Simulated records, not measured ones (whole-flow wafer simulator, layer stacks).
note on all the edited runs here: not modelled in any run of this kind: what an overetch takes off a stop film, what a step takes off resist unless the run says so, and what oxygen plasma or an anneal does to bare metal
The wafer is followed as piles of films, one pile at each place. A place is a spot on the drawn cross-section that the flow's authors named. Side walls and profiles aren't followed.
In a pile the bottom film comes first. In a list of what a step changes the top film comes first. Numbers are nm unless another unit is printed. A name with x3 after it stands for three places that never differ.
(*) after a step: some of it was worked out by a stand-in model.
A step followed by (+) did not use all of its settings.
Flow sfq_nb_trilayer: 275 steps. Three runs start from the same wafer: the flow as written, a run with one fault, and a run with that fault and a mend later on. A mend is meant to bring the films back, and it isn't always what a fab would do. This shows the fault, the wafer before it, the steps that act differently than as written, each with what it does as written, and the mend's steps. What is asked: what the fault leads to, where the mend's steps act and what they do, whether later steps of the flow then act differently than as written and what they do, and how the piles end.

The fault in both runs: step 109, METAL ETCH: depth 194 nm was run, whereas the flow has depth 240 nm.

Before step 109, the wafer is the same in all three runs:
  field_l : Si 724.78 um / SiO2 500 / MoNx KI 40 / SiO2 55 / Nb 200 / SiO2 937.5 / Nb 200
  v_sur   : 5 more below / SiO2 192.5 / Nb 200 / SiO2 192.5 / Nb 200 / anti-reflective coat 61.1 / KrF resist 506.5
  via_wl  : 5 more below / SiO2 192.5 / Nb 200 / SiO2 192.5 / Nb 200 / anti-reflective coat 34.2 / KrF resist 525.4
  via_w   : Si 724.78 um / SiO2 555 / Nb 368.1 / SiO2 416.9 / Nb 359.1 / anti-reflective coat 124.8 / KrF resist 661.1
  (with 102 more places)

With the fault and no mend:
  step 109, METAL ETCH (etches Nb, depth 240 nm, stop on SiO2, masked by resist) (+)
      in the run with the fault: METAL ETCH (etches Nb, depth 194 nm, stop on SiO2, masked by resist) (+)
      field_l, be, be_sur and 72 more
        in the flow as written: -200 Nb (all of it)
        in the run with the fault: -194 Nb
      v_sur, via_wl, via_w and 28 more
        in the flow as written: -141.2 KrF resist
        in the run with the fault: -114.1 KrF resist
  Steps later in the flow that act otherwise than as written:
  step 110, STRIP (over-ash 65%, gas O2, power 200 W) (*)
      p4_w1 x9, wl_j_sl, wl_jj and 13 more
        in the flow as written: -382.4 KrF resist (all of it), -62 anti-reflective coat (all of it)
        in the run with the fault: -409.4 KrF resist (all of it), -62 anti-reflective coat (all of it)
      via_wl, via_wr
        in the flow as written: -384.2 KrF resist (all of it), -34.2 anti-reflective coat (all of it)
        in the run with the fault: -411.3 KrF resist (all of it), -34.2 anti-reflective coat (all of it)
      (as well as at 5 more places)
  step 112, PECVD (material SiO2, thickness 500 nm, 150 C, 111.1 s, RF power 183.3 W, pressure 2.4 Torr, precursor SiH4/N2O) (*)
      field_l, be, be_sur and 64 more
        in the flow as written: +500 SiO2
        in the run with the fault: +500 SiO2 (new film)
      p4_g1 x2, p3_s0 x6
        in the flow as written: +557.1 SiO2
        in the run with the fault: +551.1 SiO2 (new film)
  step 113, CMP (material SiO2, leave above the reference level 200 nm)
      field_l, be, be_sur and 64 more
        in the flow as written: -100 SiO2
        in the run with the fault: -106 SiO2
  The piles end different from the flow's at field_l, be, be_sur and 72 more by more than 2% or 0.5 nm, whichever is larger.
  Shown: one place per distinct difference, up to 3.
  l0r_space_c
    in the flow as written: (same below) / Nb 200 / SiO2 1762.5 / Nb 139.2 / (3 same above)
    in the run with the fault: (same below) / Nb 200 / SiO2 977.5 / Nb 6 / SiO2 779 / Nb 139.2 / (3 same above)
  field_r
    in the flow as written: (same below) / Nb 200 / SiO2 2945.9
    in the run with the fault: (same below) / Nb 200 / SiO2 977.5 / Nb 6 / SiO2 1962.4
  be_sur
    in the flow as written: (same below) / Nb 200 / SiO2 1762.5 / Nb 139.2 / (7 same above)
    in the run with the fault: (same below) / Nb 200 / SiO2 977.5 / Nb 6 / SiO2 779 / Nb 139.2 / (7 same above)

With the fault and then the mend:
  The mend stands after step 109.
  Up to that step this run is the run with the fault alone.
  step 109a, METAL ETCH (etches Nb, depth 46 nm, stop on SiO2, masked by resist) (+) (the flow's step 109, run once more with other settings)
      field_l, be, be_sur and 72 more
        -6 Nb (all of it)
      v_sur, via_wl, via_w and 28 more
        -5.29 KrF resist
  Steps later in the flow that act otherwise than as written:
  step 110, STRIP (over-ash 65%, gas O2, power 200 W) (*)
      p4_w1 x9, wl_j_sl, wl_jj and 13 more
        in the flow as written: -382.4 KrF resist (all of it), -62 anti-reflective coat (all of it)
        in the run with the mend: -404.1 KrF resist (all of it), -62 anti-reflective coat (all of it)
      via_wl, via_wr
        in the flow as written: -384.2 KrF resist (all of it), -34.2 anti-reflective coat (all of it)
        in the run with the mend: -406 KrF resist (all of it), -34.2 anti-reflective coat (all of it)
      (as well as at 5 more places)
  By the end, the piles equal the flow's at every place that both follow.
